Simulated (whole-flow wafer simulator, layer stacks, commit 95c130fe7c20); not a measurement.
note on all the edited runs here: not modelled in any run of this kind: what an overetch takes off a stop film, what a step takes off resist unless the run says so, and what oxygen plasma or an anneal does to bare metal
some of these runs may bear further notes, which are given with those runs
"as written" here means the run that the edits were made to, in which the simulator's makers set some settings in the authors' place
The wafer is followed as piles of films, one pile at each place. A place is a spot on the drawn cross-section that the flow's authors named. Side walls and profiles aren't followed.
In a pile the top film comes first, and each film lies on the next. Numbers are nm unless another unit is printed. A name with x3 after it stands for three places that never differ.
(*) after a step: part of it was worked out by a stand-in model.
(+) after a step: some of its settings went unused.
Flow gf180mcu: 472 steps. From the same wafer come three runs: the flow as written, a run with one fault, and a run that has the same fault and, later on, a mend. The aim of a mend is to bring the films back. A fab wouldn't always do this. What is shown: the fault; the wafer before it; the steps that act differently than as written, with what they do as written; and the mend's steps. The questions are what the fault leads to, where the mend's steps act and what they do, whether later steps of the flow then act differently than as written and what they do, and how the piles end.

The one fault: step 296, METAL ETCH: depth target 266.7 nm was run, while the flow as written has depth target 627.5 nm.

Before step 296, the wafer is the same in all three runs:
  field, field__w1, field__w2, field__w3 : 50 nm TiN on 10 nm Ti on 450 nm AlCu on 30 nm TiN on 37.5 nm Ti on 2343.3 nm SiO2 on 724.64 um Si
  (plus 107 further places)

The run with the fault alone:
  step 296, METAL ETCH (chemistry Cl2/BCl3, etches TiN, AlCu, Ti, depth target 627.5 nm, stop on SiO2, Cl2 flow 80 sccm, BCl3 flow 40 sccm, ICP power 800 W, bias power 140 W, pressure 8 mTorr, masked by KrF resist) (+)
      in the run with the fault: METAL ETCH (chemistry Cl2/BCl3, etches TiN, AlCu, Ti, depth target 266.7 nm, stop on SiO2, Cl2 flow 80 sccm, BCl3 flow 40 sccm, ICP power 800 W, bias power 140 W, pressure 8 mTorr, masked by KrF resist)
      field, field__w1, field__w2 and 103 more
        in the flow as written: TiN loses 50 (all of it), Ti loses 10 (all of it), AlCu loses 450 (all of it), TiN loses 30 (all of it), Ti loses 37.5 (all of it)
        in the run with the fault: TiN loses 50 (all of it), Ti loses 10 (all of it), AlCu loses 206.7
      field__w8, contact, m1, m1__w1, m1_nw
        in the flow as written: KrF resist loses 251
        in the run with the fault: KrF resist loses 106.7
  Later steps of the flow acting differently than as written:
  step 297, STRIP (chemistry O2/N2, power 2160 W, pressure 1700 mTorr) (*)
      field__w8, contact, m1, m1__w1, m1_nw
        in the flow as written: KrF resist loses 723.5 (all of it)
        in the run with the fault: KrF resist loses 867.8 (all of it)
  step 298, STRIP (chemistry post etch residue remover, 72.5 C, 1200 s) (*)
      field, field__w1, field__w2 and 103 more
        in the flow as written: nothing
        in the run with the fault: AlCu loses 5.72
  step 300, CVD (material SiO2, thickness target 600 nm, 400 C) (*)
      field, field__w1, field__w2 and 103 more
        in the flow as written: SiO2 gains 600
        in the run with the fault: SiO2 gains 600 (new film)
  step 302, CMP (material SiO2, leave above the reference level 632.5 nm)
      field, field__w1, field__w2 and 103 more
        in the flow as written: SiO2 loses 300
        in the run with the fault: SiO2 loses 605.1
  By the end, the piles at field, field__w1, field__w2 and 104 more depart from the flow's by more than 2% or 0.5 nm, whichever is larger.
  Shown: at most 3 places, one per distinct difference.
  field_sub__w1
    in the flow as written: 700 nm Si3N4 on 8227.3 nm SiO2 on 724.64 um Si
    in the run with the fault: 700 nm Si3N4 on 5578.9 nm SiO2 on 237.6 nm AlCu on 30 nm TiN on 37.5 nm Ti on 2343.2 nm SiO2 on 724.64 um Si
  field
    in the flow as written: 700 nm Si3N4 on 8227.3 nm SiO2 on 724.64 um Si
    in the run with the fault: 700 nm Si3N4 on 5578.9 nm SiO2 on 237.6 nm AlCu on 30 nm TiN on 37.5 nm Ti on 2343.3 nm SiO2 on 724.64 um Si
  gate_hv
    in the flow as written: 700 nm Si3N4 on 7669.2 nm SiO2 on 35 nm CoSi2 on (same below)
    in the run with the fault: 700 nm Si3N4 on 5578.9 nm SiO2 on 237.6 nm AlCu on 30 nm TiN on 37.5 nm Ti on 1785.1 nm SiO2 on 35 nm CoSi2 on (same below)

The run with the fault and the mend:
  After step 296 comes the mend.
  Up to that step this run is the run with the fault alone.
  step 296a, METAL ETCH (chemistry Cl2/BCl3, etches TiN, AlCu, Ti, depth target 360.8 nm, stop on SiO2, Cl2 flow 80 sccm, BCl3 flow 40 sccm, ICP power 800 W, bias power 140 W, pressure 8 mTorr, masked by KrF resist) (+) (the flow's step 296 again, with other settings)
      field, field__w1, field__w2 and 103 more
        AlCu loses 243.3 (all of it), TiN loses 30 (all of it), Ti loses 37.5 (all of it)
      field__w8, contact, m1, m1__w1, m1_nw
        KrF resist loses 144.3
  Later steps of the flow that are run all act as written at every place that is followed.
  At every place that both follow, the piles at the end match the flow's.
